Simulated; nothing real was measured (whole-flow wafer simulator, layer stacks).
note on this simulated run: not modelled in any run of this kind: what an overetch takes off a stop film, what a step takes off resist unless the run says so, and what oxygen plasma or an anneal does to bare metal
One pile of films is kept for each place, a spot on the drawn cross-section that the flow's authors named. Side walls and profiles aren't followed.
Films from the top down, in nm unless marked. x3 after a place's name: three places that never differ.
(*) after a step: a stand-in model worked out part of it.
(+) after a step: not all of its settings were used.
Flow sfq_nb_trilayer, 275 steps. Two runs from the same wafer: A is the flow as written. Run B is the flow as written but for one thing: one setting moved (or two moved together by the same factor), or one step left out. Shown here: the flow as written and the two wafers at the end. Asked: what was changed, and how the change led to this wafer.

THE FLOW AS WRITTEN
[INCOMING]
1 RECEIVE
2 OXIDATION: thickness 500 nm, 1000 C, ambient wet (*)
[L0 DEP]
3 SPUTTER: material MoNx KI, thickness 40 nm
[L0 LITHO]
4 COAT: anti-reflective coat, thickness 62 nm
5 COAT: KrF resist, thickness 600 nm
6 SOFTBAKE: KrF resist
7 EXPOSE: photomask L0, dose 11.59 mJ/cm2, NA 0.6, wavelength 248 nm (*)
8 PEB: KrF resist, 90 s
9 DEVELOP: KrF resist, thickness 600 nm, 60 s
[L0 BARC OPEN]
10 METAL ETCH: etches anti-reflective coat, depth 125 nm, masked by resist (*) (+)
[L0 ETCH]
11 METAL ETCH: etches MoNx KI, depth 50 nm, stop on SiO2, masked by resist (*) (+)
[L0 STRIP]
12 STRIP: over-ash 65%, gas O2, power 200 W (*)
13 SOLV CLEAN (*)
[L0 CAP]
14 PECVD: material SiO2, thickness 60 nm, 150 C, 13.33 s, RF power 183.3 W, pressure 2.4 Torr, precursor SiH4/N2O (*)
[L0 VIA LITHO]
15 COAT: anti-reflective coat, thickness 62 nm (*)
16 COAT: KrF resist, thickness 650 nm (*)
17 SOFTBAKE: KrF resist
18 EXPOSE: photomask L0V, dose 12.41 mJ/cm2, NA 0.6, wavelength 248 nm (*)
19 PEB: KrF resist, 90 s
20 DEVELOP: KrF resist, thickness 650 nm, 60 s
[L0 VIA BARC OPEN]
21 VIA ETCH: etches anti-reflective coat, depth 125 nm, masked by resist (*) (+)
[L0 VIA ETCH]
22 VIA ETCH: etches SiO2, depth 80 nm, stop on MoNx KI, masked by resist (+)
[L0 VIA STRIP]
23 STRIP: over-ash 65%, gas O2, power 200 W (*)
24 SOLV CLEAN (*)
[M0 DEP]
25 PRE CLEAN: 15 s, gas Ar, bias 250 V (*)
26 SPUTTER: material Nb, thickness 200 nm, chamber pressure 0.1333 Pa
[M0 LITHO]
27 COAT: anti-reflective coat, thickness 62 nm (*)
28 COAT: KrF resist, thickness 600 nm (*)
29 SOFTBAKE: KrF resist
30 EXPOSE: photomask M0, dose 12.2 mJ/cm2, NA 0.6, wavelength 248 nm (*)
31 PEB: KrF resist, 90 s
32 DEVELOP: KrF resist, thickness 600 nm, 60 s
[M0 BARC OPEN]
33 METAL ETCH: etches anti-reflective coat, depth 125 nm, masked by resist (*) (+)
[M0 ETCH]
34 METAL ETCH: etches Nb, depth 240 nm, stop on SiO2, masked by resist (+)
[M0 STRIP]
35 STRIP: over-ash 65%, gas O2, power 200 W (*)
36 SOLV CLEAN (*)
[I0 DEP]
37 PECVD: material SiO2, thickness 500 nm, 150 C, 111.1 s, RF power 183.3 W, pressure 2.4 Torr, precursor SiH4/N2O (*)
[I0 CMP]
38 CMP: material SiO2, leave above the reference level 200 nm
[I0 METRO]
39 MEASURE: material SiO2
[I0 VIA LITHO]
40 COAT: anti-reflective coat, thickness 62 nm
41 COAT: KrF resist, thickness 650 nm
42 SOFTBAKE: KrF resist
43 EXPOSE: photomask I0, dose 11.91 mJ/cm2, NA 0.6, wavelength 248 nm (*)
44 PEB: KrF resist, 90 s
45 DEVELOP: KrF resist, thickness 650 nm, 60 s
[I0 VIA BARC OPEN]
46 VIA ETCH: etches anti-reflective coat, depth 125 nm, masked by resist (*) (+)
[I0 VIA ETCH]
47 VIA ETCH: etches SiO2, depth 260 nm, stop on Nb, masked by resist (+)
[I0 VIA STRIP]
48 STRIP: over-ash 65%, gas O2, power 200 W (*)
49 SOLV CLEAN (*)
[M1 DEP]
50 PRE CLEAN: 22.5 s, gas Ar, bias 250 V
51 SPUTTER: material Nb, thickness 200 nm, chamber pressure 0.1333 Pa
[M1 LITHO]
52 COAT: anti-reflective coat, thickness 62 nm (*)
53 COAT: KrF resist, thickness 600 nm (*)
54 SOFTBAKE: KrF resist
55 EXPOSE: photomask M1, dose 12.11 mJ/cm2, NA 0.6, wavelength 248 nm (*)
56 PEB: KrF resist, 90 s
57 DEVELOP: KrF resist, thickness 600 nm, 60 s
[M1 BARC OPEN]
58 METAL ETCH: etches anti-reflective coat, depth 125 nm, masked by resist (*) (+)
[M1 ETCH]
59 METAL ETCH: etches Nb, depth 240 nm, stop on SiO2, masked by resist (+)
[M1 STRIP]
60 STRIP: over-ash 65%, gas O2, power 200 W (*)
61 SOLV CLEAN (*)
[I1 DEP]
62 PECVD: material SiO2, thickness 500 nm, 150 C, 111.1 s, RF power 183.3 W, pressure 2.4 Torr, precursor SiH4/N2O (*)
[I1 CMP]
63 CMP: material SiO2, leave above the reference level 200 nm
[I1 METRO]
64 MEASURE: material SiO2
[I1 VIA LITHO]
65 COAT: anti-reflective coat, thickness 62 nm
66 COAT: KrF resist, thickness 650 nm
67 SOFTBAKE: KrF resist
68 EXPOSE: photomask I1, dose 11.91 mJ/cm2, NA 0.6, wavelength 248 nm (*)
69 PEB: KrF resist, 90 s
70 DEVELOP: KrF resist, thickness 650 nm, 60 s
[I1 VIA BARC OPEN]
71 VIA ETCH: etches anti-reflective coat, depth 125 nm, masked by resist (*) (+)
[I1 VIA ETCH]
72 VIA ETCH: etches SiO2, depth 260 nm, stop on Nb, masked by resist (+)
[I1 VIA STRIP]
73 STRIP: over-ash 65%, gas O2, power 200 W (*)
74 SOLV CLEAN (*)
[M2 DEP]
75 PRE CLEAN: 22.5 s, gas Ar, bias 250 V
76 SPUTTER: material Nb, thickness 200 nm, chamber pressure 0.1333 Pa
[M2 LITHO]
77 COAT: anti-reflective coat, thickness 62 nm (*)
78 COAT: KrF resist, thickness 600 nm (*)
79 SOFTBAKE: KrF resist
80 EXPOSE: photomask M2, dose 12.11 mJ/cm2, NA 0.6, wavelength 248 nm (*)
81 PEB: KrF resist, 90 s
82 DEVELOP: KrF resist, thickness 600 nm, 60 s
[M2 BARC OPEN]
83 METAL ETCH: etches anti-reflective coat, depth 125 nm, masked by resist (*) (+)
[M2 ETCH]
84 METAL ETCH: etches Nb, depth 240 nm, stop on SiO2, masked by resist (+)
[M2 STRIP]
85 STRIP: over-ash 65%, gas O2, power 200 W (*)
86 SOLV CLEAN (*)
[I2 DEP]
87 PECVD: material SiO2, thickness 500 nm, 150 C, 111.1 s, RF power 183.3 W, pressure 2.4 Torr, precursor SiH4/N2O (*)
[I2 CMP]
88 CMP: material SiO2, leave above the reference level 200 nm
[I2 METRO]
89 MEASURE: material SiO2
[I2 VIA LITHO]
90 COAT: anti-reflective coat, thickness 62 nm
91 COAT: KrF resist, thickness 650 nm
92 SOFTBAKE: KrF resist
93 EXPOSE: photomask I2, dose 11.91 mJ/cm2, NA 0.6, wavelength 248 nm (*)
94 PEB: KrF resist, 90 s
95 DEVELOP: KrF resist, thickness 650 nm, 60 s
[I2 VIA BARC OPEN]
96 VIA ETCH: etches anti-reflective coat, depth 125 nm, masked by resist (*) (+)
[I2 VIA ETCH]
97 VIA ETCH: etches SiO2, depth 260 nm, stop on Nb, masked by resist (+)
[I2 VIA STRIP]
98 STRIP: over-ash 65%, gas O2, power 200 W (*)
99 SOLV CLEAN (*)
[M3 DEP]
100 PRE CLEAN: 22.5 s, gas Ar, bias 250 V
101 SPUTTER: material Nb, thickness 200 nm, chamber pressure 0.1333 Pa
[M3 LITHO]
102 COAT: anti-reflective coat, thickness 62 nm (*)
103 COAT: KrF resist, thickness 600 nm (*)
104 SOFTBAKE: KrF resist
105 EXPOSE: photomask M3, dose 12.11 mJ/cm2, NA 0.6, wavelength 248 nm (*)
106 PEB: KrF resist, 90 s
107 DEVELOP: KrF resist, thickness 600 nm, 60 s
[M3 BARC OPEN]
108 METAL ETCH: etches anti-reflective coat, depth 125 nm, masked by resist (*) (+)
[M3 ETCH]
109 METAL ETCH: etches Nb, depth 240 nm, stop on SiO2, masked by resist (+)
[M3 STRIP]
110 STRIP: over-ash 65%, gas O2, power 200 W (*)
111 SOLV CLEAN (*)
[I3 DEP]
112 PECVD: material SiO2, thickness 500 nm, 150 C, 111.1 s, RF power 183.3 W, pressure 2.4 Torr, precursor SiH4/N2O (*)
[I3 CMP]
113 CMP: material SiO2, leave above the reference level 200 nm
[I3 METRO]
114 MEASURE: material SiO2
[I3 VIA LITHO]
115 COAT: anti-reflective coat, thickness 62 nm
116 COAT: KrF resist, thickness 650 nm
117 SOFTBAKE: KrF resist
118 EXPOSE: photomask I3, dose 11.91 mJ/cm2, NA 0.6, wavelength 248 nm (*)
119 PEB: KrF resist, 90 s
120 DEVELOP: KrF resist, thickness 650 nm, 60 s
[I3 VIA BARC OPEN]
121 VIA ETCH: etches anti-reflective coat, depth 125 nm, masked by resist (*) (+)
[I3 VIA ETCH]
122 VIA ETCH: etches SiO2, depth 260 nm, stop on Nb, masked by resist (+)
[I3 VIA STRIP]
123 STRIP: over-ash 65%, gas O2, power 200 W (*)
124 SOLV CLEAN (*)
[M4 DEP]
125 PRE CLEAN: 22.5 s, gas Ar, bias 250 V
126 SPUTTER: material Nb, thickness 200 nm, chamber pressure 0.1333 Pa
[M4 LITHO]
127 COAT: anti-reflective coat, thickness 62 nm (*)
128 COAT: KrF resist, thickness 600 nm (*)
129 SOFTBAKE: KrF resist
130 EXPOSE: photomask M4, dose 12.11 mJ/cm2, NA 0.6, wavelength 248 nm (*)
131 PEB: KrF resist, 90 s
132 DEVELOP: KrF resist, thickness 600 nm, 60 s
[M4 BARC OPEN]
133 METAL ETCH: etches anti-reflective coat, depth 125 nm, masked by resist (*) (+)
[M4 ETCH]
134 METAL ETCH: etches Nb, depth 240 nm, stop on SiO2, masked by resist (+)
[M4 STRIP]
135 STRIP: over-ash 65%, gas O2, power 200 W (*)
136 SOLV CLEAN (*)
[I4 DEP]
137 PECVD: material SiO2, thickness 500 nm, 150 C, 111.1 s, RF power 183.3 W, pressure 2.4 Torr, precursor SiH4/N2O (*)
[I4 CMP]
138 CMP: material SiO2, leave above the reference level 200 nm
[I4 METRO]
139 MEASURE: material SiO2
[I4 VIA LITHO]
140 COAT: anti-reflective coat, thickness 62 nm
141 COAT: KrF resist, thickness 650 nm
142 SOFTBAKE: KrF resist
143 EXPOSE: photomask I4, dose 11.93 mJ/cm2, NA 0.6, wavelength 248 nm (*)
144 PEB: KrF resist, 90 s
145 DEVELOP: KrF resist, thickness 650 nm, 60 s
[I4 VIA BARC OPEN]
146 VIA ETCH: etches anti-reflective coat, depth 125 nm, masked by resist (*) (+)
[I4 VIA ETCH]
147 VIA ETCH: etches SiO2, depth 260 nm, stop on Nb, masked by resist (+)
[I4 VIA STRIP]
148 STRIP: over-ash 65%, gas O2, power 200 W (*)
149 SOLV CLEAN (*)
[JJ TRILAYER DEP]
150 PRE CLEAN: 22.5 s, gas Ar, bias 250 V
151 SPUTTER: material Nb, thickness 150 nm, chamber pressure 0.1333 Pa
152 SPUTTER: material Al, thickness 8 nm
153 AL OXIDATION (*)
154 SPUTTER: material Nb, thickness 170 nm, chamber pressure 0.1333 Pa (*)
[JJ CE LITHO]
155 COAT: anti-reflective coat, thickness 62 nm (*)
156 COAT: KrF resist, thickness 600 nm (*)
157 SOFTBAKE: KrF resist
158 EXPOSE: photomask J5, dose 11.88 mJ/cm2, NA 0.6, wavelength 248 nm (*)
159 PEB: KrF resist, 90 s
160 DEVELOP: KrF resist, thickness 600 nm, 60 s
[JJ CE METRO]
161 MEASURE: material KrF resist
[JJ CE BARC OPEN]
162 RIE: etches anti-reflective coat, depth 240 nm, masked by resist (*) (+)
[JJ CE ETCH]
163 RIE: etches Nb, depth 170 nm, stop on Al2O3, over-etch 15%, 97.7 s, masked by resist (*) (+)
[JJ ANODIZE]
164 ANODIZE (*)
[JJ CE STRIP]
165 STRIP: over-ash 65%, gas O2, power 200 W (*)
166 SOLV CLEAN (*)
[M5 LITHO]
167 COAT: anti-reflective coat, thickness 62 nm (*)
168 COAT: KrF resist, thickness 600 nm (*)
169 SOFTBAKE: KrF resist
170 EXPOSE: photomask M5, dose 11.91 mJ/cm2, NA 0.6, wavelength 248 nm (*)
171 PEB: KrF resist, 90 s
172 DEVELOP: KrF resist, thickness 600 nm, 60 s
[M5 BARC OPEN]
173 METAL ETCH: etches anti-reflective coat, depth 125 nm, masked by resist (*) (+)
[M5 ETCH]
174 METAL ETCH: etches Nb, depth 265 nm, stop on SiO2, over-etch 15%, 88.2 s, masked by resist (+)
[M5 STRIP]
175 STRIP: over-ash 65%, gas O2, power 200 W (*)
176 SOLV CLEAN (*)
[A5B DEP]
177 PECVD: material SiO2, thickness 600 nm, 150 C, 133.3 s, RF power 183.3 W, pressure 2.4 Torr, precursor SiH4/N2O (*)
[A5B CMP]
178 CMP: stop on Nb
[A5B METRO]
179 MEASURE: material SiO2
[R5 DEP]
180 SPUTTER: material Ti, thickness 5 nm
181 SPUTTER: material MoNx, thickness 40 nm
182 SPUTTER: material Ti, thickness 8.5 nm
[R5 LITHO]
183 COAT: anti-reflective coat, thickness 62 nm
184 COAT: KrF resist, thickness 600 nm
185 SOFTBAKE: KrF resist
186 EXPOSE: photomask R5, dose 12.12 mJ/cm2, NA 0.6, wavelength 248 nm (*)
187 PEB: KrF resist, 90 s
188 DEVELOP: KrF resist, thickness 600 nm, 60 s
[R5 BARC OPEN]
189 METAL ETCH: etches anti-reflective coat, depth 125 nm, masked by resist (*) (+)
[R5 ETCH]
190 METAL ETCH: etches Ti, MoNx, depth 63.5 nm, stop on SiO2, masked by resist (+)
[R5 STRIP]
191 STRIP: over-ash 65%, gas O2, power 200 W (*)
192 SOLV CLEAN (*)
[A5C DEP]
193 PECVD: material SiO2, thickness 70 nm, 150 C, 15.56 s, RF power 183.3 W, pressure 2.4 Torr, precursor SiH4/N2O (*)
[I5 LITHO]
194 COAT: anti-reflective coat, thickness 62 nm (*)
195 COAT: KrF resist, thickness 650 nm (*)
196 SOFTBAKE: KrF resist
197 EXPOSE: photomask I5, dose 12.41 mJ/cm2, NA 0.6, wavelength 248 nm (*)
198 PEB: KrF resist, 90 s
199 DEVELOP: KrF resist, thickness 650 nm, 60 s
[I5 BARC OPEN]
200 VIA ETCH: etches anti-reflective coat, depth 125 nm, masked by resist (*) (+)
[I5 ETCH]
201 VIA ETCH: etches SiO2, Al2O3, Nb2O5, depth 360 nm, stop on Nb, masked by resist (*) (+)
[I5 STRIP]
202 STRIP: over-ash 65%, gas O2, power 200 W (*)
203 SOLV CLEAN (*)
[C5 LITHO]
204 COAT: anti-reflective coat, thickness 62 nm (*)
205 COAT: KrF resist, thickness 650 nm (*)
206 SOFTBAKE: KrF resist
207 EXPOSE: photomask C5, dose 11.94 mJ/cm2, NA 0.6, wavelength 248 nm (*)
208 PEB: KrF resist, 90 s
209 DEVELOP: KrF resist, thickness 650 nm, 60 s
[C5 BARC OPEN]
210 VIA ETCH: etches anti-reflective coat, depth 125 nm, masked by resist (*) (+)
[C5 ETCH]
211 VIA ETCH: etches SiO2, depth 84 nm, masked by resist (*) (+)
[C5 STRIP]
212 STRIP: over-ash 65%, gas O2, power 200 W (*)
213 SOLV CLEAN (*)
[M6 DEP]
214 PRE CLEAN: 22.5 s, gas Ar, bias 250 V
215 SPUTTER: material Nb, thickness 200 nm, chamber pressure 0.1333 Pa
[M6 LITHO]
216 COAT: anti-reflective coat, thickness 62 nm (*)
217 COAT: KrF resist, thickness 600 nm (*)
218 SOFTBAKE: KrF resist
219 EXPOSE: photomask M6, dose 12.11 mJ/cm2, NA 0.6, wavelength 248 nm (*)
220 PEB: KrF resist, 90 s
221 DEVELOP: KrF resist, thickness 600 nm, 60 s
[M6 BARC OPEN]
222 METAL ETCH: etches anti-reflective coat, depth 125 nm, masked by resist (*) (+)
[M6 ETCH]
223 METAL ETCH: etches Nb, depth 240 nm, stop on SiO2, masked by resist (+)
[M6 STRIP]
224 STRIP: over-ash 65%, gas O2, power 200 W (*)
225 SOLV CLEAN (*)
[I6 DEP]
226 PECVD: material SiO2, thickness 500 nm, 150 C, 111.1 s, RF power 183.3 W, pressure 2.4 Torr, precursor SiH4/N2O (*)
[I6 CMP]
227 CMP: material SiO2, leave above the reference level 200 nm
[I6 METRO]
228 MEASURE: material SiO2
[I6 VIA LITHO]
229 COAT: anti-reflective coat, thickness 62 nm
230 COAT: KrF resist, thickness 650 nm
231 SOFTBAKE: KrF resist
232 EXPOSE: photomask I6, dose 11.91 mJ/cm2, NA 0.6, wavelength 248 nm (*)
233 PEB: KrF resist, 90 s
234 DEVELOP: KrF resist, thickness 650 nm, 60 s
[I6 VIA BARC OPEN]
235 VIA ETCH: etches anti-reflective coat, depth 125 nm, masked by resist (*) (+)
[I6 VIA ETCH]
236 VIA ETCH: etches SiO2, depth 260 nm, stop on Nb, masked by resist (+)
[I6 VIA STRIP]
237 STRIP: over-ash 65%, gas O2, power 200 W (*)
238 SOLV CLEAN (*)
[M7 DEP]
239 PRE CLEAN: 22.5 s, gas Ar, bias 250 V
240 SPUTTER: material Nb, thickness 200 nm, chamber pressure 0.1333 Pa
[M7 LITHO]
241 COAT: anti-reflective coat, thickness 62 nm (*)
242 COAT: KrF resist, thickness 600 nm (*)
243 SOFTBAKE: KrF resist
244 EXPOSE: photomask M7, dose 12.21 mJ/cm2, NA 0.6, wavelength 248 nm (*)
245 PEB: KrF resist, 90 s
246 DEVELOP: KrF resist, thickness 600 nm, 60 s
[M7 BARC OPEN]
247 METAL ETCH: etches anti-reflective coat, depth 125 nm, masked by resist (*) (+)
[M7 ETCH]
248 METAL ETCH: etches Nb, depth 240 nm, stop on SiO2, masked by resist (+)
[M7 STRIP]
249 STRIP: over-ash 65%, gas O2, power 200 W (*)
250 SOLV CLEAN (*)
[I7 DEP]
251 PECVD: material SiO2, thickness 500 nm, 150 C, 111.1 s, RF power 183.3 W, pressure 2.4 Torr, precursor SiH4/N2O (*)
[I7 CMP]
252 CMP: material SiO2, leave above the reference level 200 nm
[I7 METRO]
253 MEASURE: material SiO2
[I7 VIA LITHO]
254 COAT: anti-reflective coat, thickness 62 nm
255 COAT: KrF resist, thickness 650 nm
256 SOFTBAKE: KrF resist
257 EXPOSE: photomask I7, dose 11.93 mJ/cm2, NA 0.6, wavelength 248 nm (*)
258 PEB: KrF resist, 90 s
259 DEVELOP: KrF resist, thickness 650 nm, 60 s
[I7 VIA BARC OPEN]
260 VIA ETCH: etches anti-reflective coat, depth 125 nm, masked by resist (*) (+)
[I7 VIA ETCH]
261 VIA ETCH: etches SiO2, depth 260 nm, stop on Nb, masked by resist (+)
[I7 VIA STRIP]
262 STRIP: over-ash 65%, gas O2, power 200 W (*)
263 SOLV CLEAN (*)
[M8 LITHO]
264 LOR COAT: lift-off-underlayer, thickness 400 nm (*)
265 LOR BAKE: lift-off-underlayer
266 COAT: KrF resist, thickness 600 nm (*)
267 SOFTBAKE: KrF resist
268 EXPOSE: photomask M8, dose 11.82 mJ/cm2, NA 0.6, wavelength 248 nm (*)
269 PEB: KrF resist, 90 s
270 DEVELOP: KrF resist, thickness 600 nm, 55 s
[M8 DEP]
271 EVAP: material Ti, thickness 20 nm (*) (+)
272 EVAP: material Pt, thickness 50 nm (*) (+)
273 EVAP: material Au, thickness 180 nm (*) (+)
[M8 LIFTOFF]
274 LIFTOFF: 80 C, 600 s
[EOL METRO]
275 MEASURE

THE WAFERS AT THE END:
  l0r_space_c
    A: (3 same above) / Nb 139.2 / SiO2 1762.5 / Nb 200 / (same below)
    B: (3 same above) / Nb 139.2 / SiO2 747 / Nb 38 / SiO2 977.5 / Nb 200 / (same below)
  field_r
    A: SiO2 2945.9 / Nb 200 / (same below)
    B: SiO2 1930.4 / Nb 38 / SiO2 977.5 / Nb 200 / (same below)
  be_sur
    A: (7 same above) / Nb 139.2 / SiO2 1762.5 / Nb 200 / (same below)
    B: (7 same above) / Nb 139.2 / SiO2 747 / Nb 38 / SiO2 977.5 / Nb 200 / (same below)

The cause: step 109, METAL ETCH: depth 162 nm was run, where the flow has depth 240 nm.

How the change led to this, step by step:
  109 METAL ETCH: etches Nb, depth 240 nm, stop on SiO2, masked by resist (+)
      field_l, be, be_sur and 72 more: A Nb -200 (all of it) | B Nb -162
      v_sur, via_wl, via_w and 28 more: A KrF resist -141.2 | B KrF resist -95.3
  110 STRIP: over-ash 65%, gas O2, power 200 W (*)
      p4_w1, p4_w2, p4_w3 and 21 more: A KrF resist -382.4 (all of it), anti-reflective coat -62 (all of it) | B KrF resist -428.3 (all of it), anti-reflective coat -62 (all of it)
      via_wl, via_wr: A KrF resist -384.2 (all of it), anti-reflective coat -34.2 (all of it) | B KrF resist -430.1 (all of it), anti-reflective coat -34.2 (all of it)
      (and at 5 more places)
  112 PECVD: material SiO2, thickness 500 nm, 150 C, 111.1 s, RF power 183.3 W, pressure 2.4 Torr, precursor SiH4/N2O (*)
      field_l, be, be_sur and 64 more: A SiO2 +500 | B SiO2 +500 (new film)
      p4_g1, p4_g2, p3_s0, p3_s1, p3_s2, p3_s3, p3_s4, p3_s5: A SiO2 +557.1 | B SiO2 +519.1 (new film)
  113 CMP: material SiO2, leave above the reference level 200 nm
      field_l, be, be_sur and 64 more: A SiO2 -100 | B SiO2 -138
Counting metal films that touch as one body, l0r_space_c has 3 bodies (between them, from the top down: SiO2 747; SiO2 977.5); the flow as written gives 2 bodies (between them, from the top down: SiO2 1762.5).
Counting metal films that touch as one body, field_r has 2 bodies (between them, from the top down: SiO2 977.5); the flow as written gives 1 body.
Counting metal films that touch as one body, be_sur has 5 bodies (between them, from the top down: SiO2 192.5; SiO2 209 / Al2O3 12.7 / Nb2O5 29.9; SiO2 747; SiO2 977.5); the flow as written gives 4 bodies (between them, from the top down: SiO2 192.5; SiO2 209 / Al2O3 12.7 / Nb2O5 29.9; SiO2 1762.5).
